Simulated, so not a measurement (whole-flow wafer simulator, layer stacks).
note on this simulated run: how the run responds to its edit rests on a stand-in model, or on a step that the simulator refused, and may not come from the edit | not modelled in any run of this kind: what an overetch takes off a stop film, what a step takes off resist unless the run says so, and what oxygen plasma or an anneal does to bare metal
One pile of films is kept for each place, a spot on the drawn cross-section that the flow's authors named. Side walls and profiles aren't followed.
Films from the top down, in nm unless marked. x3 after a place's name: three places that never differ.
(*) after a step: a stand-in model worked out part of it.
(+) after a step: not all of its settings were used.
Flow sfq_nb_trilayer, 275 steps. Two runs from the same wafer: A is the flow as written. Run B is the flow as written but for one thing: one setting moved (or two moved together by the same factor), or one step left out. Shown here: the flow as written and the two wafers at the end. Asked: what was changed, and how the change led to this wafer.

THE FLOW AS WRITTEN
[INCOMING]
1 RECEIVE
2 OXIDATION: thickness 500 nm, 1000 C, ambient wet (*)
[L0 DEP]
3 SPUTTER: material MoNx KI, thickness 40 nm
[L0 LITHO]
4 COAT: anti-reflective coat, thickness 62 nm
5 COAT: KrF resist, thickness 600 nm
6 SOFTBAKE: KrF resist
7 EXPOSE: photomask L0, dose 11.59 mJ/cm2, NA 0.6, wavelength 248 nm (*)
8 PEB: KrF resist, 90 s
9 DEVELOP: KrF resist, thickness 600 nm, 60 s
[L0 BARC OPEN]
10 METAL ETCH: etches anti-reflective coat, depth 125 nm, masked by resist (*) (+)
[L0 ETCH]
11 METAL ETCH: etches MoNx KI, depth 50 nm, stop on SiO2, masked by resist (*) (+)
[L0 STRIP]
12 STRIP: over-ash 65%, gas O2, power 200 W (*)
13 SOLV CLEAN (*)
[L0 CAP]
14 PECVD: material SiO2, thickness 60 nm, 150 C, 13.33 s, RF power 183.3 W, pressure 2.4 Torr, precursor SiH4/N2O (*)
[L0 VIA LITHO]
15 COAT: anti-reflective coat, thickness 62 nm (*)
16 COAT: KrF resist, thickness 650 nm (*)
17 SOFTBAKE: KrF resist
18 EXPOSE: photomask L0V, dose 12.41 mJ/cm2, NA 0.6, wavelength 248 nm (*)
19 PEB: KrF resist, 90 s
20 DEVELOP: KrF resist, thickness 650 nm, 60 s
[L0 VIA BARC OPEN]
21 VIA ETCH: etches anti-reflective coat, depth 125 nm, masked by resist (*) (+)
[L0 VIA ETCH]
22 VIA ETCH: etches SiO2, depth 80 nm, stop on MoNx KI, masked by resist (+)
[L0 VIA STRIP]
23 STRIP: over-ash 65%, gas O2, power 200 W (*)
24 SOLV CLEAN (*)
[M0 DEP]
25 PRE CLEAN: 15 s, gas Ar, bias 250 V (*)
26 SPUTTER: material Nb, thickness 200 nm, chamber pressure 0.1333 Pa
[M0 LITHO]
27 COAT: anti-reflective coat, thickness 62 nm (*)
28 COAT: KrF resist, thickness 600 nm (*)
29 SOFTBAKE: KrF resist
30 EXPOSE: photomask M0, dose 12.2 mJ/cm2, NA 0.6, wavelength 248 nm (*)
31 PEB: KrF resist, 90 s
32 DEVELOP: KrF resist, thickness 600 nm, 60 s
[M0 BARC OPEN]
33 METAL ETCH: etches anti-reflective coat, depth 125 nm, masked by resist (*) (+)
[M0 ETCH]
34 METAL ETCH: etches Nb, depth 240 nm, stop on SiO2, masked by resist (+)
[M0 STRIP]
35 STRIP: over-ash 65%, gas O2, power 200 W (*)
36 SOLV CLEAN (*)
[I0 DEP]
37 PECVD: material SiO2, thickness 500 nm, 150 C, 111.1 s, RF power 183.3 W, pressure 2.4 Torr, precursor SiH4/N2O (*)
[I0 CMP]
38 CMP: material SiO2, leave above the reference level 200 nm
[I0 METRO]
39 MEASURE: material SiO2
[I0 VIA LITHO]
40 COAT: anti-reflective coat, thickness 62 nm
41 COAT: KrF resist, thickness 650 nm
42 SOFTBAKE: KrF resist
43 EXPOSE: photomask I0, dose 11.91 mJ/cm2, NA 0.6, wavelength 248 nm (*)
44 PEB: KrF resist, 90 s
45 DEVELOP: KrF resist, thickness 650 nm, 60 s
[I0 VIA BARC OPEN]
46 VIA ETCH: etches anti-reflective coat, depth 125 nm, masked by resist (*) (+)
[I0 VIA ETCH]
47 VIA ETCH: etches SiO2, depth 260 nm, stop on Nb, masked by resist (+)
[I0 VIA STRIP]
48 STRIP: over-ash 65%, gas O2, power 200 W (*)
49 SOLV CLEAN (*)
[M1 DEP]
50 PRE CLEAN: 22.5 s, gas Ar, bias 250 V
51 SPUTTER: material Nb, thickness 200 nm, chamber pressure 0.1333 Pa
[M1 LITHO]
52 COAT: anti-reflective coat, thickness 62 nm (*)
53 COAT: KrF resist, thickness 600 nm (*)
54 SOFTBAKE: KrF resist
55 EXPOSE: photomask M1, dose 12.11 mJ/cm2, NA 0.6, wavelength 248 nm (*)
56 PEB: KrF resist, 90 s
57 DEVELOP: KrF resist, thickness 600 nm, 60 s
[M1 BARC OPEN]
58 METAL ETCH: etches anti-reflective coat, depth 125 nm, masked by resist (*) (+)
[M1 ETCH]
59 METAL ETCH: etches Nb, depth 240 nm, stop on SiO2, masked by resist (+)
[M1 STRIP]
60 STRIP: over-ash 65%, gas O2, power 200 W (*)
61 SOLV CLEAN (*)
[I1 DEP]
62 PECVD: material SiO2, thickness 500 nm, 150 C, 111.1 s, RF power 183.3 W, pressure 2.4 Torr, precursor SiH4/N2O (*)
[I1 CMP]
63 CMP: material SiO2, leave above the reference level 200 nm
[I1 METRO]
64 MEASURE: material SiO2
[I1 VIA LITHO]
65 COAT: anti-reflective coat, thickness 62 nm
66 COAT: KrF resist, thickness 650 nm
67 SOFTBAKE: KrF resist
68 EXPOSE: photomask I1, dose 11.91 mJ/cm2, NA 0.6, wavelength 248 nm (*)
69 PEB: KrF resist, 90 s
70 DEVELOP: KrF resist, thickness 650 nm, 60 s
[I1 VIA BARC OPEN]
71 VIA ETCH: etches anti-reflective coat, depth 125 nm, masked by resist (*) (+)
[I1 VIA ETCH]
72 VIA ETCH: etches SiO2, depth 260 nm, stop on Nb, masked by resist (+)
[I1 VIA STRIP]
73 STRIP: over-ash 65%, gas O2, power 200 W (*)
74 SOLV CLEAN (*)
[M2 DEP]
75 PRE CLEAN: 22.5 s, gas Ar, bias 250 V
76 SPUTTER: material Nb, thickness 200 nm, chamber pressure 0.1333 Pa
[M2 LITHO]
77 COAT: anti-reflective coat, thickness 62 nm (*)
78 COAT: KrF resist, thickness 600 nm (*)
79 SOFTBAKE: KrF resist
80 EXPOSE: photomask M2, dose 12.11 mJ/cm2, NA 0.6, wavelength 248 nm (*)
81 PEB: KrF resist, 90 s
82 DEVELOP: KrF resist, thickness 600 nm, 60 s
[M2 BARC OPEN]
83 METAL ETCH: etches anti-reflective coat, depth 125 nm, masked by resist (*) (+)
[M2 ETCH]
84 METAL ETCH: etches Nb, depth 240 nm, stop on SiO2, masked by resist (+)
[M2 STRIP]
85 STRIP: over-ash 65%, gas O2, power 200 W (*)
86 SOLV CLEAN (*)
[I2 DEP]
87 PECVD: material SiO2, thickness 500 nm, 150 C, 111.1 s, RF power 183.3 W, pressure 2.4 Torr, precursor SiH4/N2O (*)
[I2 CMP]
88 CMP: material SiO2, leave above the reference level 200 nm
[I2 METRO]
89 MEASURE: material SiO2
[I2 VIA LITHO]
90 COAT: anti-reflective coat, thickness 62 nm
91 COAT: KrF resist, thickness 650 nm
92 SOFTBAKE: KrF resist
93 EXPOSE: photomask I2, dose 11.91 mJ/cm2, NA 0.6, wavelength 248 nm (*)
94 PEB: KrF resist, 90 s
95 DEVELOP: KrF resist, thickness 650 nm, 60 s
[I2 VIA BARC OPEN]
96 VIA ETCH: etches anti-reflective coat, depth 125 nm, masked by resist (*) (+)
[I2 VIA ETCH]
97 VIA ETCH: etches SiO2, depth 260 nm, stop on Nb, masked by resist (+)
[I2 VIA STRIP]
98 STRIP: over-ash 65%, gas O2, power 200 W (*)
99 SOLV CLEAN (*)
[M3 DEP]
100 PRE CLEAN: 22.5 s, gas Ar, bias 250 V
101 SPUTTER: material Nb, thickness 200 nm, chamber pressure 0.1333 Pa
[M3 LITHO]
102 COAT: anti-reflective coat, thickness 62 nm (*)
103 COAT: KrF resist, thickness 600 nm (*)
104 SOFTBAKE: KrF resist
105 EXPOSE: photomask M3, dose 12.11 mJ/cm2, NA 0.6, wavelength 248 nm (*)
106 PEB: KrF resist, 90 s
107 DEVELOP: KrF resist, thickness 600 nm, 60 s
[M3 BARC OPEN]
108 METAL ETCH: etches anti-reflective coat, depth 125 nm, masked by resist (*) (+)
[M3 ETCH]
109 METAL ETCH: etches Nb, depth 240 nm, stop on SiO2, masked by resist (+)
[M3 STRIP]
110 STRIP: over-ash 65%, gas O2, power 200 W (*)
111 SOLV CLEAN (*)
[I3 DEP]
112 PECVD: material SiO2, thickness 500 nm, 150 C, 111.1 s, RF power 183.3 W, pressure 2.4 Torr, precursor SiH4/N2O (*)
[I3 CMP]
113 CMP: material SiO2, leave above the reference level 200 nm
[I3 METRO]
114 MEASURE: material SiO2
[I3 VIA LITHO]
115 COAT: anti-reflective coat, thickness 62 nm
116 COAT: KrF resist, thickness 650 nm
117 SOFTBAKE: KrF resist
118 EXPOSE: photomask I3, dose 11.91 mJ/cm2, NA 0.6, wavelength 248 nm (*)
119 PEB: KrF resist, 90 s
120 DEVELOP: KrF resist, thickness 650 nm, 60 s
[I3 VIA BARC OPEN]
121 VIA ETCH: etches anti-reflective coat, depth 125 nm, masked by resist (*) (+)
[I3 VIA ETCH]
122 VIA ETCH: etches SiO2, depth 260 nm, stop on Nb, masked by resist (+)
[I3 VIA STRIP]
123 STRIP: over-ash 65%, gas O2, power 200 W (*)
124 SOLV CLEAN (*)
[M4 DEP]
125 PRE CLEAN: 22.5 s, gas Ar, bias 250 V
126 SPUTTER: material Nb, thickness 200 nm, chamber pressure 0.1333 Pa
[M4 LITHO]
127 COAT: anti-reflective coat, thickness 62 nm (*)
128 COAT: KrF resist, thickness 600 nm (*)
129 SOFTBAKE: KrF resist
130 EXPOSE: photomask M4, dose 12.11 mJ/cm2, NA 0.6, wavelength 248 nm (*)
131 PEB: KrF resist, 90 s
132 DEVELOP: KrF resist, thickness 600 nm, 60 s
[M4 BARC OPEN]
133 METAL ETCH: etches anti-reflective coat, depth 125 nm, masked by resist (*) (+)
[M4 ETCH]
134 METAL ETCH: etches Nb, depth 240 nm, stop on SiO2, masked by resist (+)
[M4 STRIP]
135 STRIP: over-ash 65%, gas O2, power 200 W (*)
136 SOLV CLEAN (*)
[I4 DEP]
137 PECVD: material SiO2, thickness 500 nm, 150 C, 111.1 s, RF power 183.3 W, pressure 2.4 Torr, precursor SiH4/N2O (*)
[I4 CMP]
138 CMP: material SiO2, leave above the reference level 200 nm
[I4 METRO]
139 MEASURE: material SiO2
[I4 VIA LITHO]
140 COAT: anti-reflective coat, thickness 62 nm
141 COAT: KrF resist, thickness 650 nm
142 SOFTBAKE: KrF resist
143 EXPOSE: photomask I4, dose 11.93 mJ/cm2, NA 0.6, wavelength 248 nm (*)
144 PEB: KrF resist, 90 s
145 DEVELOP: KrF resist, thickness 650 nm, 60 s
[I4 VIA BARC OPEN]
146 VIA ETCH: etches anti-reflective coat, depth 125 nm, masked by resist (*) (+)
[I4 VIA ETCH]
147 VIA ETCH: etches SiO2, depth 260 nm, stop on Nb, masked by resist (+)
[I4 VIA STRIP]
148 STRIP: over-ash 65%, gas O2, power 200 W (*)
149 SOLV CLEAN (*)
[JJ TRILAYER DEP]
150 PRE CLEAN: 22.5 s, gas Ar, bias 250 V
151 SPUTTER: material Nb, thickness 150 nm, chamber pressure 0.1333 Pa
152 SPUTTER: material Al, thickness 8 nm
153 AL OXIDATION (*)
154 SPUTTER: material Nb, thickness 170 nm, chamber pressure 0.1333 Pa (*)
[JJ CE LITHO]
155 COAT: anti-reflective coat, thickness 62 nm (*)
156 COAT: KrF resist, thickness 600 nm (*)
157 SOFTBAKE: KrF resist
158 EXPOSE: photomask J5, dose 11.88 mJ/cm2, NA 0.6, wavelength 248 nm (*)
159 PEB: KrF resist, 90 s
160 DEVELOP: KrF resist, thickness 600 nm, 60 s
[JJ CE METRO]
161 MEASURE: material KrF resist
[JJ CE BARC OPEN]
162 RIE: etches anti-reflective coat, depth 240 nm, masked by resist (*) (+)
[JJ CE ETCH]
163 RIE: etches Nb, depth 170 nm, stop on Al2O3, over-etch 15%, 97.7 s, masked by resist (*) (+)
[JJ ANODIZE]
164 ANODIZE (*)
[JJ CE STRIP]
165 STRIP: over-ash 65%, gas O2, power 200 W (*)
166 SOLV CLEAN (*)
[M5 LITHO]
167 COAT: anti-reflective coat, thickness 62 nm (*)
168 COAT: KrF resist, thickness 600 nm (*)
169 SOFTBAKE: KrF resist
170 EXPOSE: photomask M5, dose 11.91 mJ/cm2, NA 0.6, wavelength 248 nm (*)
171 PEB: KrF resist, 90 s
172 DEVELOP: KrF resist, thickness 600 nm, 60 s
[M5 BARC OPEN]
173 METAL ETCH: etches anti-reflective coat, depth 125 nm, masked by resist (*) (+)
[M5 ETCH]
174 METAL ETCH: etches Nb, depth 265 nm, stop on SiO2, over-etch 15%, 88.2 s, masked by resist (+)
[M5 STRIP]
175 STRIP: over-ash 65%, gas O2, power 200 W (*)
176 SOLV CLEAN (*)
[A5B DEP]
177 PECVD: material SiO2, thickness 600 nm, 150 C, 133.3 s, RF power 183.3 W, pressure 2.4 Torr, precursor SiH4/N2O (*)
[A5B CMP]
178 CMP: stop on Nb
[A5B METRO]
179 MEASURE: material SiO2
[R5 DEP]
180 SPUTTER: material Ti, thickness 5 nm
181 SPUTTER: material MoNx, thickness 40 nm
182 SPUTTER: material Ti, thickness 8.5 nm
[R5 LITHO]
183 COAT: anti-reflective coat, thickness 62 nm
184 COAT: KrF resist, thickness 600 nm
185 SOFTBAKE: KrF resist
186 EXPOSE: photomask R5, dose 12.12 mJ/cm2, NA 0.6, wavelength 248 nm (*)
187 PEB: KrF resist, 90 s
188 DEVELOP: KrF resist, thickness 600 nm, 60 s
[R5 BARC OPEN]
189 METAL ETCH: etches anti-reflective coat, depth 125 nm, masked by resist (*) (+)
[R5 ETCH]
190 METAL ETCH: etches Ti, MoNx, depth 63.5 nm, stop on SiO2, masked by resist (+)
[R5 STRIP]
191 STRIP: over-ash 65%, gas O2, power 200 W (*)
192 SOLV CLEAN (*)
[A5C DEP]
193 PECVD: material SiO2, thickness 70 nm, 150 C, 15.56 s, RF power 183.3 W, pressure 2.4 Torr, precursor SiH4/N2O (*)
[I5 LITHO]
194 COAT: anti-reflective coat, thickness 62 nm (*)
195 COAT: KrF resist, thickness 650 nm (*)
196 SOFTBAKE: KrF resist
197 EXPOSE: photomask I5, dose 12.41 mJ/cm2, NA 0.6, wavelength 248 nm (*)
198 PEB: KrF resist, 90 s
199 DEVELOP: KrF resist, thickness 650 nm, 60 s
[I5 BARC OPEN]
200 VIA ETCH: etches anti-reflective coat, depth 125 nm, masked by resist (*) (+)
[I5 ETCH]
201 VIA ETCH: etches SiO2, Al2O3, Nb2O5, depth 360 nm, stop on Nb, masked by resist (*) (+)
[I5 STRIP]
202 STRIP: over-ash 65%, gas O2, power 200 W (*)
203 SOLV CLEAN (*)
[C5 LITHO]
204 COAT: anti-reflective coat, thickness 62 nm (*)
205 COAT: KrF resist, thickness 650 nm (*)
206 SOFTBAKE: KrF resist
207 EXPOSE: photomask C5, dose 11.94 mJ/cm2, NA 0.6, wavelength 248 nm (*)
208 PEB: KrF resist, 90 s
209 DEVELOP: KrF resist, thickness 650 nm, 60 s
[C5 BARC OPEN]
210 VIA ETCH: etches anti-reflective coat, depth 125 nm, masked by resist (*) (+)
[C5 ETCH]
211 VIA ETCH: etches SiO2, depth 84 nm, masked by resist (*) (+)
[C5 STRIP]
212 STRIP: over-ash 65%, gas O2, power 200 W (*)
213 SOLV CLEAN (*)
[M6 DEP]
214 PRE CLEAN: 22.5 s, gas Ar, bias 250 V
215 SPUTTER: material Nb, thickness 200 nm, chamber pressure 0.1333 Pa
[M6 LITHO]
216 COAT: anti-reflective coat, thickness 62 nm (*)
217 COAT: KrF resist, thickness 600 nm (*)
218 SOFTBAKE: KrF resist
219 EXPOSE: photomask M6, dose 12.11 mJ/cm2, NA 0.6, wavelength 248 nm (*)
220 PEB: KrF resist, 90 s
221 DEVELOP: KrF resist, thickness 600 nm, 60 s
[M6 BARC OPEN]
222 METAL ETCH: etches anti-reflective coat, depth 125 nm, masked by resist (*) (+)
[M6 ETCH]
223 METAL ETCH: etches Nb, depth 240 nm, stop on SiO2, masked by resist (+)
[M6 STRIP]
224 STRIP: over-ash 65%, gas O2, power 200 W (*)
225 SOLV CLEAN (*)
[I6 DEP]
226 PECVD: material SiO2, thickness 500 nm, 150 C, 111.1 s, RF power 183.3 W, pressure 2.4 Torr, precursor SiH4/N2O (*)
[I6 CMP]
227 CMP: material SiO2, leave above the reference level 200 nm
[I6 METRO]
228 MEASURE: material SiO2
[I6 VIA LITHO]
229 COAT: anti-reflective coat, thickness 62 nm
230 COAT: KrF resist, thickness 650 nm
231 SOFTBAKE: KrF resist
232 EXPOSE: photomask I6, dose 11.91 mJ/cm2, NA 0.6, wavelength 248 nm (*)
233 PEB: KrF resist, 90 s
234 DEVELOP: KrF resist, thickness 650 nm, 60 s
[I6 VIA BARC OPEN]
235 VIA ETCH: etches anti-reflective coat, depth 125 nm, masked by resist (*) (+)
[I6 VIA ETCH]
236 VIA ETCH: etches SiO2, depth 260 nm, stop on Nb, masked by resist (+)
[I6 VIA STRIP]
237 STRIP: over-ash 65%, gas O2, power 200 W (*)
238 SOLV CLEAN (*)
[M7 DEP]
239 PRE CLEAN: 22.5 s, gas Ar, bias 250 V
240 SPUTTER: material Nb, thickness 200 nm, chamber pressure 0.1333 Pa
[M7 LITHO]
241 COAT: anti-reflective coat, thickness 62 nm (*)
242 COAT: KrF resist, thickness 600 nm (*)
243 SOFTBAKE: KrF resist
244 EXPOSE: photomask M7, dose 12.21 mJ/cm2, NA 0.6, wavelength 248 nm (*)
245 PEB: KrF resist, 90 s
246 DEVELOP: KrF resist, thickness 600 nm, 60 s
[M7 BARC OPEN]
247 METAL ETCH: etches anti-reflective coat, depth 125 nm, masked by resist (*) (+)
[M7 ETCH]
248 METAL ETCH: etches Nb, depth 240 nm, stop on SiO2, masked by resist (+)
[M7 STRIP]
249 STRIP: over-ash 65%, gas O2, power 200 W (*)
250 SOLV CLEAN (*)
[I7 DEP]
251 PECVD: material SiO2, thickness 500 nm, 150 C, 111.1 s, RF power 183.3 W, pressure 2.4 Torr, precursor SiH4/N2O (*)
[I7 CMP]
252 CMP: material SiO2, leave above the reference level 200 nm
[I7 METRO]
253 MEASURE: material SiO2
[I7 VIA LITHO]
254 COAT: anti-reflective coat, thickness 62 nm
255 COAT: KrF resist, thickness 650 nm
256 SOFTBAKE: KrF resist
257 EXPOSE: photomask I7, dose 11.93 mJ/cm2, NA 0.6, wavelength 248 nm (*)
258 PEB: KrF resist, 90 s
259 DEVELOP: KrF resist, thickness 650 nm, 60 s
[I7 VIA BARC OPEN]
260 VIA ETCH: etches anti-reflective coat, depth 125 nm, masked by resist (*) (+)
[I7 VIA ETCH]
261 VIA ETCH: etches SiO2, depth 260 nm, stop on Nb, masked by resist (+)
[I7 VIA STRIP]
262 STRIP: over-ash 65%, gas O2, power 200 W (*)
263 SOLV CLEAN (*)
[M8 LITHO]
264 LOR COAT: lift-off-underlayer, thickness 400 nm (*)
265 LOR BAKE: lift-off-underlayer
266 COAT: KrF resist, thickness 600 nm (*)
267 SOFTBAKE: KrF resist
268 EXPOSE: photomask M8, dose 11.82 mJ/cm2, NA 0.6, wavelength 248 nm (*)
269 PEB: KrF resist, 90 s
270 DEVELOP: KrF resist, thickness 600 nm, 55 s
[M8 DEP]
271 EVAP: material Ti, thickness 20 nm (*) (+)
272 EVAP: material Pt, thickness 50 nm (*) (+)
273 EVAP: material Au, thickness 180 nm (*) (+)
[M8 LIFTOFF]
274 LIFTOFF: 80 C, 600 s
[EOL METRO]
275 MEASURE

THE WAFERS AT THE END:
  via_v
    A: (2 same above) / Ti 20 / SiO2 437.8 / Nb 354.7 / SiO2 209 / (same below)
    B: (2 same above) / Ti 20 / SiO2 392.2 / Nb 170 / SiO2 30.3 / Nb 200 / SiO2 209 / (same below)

The cause: step 236, VIA ETCH: depth 162 nm was run, where the flow has depth 260 nm.

How the change led to this, step by step:
  236 VIA ETCH: etches SiO2, depth 260 nm, stop on Nb, masked by resist (+)
      via_v: A SiO2 -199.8 (all of it) | B SiO2 -162
      field_l, v_sur, via_wl and 102 more: A KrF resist -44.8 | B KrF resist -27.9
  237 STRIP: over-ash 65%, gas O2, power 200 W (*)
      field_l, v_sur, via_wl and 102 more: A KrF resist -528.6 (all of it), anti-reflective coat -62 (all of it) | B KrF resist -545.5 (all of it), anti-reflective coat -62 (all of it)
  239 PRE CLEAN: 22.5 s, gas Ar, bias 250 V
      via_v: A Nb -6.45 | B SiO2 -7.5
  240 SPUTTER: material Nb, thickness 200 nm, chamber pressure 0.1333 Pa
      via_v: A Nb +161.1 | B Nb +170 (new film)
  241 COAT: anti-reflective coat, thickness 62 nm (*)
      via_v: A anti-reflective coat +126 (new film) | B anti-reflective coat +116.1 (new film)
  242 COAT: KrF resist, thickness 600 nm (*)
      via_v: A KrF resist +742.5 (new film) | B KrF resist +712.6 (new film)
  249 STRIP: over-ash 65%, gas O2, power 200 W (*)
      via_v: A KrF resist -524.5 (all of it), anti-reflective coat -126 (all of it) | B KrF resist -494.7 (all of it), anti-reflective coat -116.1 (all of it)
  251 PECVD: material SiO2, thickness 500 nm, 150 C, 111.1 s, RF power 183.3 W, pressure 2.4 Torr, precursor SiH4/N2O (*)
      via_v: A SiO2 +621 (new film) | B SiO2 +549.2 (new film)
  252 CMP: material SiO2, leave above the reference level 200 nm
      via_v: A SiO2 -183.1 | B SiO2 -157.1
Counting metal films that touch as one body, via_v has 7 bodies (between them, from the top down: SiO2 392.2; SiO2 30.3; SiO2 209 / Al2O3 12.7 / Nb2O5 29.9; SiO2 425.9; SiO2 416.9; SiO2 192.5); the flow as written gives 6 bodies (between them, from the top down: SiO2 437.8; SiO2 209 / Al2O3 12.7 / Nb2O5 29.9; SiO2 425.9; SiO2 416.9; SiO2 192.5).
